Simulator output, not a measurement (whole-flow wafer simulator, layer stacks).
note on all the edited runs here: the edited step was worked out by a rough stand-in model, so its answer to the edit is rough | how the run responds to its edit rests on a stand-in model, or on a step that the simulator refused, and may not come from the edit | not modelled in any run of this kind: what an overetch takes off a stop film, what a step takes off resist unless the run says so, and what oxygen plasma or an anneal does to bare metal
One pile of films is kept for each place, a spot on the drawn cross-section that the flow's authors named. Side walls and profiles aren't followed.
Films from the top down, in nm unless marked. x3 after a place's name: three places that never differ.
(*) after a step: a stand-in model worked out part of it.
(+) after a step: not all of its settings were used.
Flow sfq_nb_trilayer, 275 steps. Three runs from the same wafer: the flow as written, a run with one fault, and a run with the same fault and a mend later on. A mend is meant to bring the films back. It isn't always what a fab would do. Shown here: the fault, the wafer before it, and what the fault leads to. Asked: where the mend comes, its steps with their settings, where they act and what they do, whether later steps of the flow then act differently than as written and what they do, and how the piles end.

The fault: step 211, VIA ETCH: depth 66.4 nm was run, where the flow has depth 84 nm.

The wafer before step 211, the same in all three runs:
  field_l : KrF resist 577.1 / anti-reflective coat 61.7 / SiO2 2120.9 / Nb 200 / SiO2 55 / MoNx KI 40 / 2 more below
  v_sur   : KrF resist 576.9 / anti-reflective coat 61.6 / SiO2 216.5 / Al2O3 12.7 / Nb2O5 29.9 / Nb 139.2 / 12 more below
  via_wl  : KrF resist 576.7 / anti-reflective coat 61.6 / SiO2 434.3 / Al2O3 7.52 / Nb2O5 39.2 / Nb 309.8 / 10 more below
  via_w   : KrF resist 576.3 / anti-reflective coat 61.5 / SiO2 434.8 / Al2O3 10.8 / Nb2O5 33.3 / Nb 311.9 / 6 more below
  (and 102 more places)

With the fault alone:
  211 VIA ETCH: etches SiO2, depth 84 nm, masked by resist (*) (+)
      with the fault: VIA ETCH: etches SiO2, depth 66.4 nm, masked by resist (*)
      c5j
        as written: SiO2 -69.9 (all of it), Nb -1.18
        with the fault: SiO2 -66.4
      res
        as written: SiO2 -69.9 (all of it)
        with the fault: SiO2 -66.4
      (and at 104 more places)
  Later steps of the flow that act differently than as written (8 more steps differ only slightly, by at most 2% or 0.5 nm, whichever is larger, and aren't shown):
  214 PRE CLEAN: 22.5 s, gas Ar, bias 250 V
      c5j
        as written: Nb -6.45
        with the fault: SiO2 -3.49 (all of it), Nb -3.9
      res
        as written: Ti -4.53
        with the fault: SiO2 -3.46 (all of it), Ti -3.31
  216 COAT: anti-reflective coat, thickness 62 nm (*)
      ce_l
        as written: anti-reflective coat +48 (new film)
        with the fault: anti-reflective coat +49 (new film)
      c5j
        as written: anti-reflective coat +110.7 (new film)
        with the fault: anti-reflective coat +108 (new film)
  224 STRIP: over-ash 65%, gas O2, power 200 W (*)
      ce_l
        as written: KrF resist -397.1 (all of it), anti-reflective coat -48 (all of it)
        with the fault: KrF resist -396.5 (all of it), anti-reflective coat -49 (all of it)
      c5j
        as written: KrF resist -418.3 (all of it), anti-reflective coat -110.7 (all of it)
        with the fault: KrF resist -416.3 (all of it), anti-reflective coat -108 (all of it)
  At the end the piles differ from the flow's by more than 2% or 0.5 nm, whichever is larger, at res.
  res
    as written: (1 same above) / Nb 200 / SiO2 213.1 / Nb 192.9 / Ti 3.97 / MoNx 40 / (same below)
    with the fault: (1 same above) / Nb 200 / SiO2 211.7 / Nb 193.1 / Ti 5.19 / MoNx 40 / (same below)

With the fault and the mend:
  The mend comes after step 212.
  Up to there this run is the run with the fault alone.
  212a COAT: anti-reflective coat, thickness 62 nm (*) (the flow's step 204 once more)
      lsp_l, p4_fl x3, p4_w1 x9 and 52 more
        anti-reflective coat +62 (new film)
      field_r, ln_m5, lsp_m and 7 more
        anti-reflective coat +61.9 (new film)
      v_sur, via_wl
        anti-reflective coat +61.5 (new film)
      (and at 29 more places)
  212b COAT: KrF resist, thickness 650 nm (*) (the flow's step 205 once more)
      l0_sur, p4_fl x3, p4_w1 x9 and 35 more
        KrF resist +650 (new film)
      l0v, wl_b_m5, wl_b_sr and 13 more
        KrF resist +649.9 (new film)
      ln_m6, wl_j_sl, wl_j_sr
        KrF resist +650.2 (new film)
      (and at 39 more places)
  212c SOFTBAKE: KrF resist (the flow's step 206 once more)
      changes no film at any place that is followed
  212d EXPOSE: photomask C5, dose 11.94 mJ/cm2, NA 0.6, wavelength 248 nm (*) (the flow's step 207 once more)
      changes no film at any place that is followed
  212e PEB: KrF resist, 90 s (the flow's step 208 once more)
      field_l, sp_r, res and 81 more
        KrF resist -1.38
      v_sur, via_wl, via_w, via_wr, via_sp, be_sur, jj_sur
        KrF resist -1.37
      r5r_line_l, r5r_line_c, r5r_line_r
        KrF resist -1.34
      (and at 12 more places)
  212f DEVELOP: KrF resist, thickness 650 nm, 60 s (the flow's step 209 once more)
      field_l, v_sur, via_wl and 101 more
        KrF resist -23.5
      c5j
        KrF resist -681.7 (all of it)
      res
        KrF resist -650.9 (all of it)
  212g VIA ETCH: etches anti-reflective coat, depth 125 nm, masked by resist (+) (the flow's step 210 once more)
      field_l, v_sur, via_wl and 101 more
        KrF resist -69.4
      c5j
        anti-reflective coat -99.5 (all of it), SiO2 -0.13
      res
        anti-reflective coat -87.9 (all of it), SiO2 -0.19
  212h VIA ETCH: etches SiO2, depth 17.6 nm, masked by resist (*) (+) (the flow's step 211 once more, with other settings)
      field_l, v_sur, via_wl and 101 more
        KrF resist -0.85
      c5j
        SiO2 -3.37 (all of it), Nb -0.13
      res
        SiO2 -3.27 (all of it)
  212i STRIP: over-ash 65%, gas O2, power 200 W (*) (the flow's step 212 once more)
      p4_fl x3, p4_w1 x9, p4_g1 x2 and 33 more
        KrF resist -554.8 (all of it), anti-reflective coat -62 (all of it)
      wl_b_m5, wl_b_sr, wl_c_sl and 12 more
        KrF resist -554.7 (all of it), anti-reflective coat -62 (all of it)
      wl_j_sl, wl_j_sr
        KrF resist -555 (all of it), anti-reflective coat -60.2 (all of it)
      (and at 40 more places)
  No later step of the flow acts differently than as written, at any place that is followed, by more than 2% or 0.5 nm, whichever is larger.
  At the end the piles differ from the flow's only slightly at the places that both follow, by at most 2% or 0.5 nm, whichever is larger.
